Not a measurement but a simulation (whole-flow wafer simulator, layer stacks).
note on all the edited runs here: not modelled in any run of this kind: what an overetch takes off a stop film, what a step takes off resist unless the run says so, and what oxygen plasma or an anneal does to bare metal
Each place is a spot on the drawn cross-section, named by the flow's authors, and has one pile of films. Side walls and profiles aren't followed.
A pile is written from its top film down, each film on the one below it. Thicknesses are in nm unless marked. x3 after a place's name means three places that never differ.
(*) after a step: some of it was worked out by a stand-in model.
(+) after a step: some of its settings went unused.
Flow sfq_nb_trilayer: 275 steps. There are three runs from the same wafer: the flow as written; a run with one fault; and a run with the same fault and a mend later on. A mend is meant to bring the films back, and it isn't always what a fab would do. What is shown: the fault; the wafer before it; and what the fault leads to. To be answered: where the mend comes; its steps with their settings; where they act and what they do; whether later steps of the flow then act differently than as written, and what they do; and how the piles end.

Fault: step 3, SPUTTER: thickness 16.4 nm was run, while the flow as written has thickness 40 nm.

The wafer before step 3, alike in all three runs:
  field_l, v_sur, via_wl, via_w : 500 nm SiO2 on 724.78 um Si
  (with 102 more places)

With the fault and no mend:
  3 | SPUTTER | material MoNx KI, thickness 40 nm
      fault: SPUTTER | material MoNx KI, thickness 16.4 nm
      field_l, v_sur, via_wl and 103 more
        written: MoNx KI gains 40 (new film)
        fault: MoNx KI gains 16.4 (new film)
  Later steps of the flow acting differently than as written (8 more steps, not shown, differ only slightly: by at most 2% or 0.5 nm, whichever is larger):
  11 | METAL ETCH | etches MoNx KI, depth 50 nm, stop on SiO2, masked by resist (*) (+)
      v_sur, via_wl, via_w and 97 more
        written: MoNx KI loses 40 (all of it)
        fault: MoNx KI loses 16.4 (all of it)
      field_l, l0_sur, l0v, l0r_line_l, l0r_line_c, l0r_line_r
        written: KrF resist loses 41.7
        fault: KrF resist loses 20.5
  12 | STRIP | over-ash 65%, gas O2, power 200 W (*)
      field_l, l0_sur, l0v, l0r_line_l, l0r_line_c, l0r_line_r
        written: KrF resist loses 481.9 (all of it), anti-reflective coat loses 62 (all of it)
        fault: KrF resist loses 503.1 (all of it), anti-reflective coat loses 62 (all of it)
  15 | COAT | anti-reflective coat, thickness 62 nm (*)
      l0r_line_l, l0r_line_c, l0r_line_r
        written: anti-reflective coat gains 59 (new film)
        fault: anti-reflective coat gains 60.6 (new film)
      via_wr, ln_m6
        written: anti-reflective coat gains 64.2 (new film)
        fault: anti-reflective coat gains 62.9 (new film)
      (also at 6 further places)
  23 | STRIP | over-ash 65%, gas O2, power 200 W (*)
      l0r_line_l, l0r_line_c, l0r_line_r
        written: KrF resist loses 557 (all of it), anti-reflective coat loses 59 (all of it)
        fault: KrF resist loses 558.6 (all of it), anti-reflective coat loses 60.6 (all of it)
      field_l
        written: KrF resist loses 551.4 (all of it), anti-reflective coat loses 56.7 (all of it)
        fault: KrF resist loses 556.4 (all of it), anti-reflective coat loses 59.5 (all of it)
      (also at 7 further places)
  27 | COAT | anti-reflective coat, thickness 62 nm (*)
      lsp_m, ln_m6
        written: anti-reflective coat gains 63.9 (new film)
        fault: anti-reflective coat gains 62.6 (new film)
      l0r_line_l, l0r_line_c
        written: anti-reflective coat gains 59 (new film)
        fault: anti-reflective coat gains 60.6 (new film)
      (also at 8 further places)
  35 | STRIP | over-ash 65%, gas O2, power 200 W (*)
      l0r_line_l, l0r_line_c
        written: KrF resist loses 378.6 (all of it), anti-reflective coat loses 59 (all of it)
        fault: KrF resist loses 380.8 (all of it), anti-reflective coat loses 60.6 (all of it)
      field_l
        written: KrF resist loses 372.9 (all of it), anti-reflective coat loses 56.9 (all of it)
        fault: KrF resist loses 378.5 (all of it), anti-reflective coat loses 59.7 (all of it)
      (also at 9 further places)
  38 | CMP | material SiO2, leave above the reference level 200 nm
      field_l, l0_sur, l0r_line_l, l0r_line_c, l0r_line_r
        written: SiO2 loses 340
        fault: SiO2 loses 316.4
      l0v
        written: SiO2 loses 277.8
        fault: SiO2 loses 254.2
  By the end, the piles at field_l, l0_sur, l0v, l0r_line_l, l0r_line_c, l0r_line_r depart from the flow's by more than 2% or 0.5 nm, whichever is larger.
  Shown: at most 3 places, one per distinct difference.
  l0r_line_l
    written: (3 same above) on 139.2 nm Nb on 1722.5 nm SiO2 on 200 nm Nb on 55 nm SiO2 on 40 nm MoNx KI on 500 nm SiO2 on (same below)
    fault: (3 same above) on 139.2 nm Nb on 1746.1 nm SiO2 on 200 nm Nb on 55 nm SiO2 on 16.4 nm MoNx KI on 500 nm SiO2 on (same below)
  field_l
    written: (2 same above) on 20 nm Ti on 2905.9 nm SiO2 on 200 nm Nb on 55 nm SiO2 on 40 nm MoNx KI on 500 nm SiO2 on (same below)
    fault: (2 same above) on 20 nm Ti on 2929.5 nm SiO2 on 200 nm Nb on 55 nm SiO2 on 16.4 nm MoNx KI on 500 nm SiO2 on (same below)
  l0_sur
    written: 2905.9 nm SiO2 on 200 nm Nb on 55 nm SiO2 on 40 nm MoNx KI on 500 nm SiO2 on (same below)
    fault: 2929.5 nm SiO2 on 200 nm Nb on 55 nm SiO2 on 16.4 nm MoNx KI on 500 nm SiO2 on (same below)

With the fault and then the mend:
  The mend stands after step 9.
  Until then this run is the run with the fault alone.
  9a | STRIP | over-ash 65%, gas O2, power 200 W (*)
      v_sur, via_wl, via_w and 97 more
        anti-reflective coat loses 62 (all of it)
      field_l, l0_sur, l0v, l0r_line_l, l0r_line_c, l0r_line_r
        KrF resist loses 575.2 (all of it), anti-reflective coat loses 62 (all of it)
  9b | SPUTTER | material MoNx KI, thickness 23.6 nm (a further turn of the flow's step 3, with different settings)
      field_l, v_sur, via_wl and 103 more
        MoNx KI gains 23.6
  9c | COAT | anti-reflective coat, thickness 62 nm (a further turn of the flow's step 4)
      field_l, v_sur, via_wl and 103 more
        anti-reflective coat gains 62 (new film)
  9d | COAT | KrF resist, thickness 600 nm (a further turn of the flow's step 5)
      field_l, v_sur, via_wl and 103 more
        KrF resist gains 600 (new film)
  9e | SOFTBAKE | KrF resist (a further turn of the flow's step 6)
      does not change any film at any place that is followed
  9f | EXPOSE | photomask L0, dose 11.59 mJ/cm2, NA 0.6, wavelength 248 nm (*) (a further turn of the flow's step 7)
      does not change any film at any place that is followed
  9g | PEB | KrF resist, 90 s (a further turn of the flow's step 8)
      field_l, v_sur, via_wl and 103 more
        KrF resist loses 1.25
  9h | DEVELOP | KrF resist, thickness 600 nm, 60 s (a further turn of the flow's step 9)
      v_sur, via_wl, via_w and 97 more
        KrF resist loses 598.7 (all of it)
      field_l, l0_sur, l0v, l0r_line_l, l0r_line_c, l0r_line_r
        KrF resist loses 23.5
  Later steps of the flow that are run all act as written at every place that is followed.
  The piles end the same as the flow's at every place that both follow.
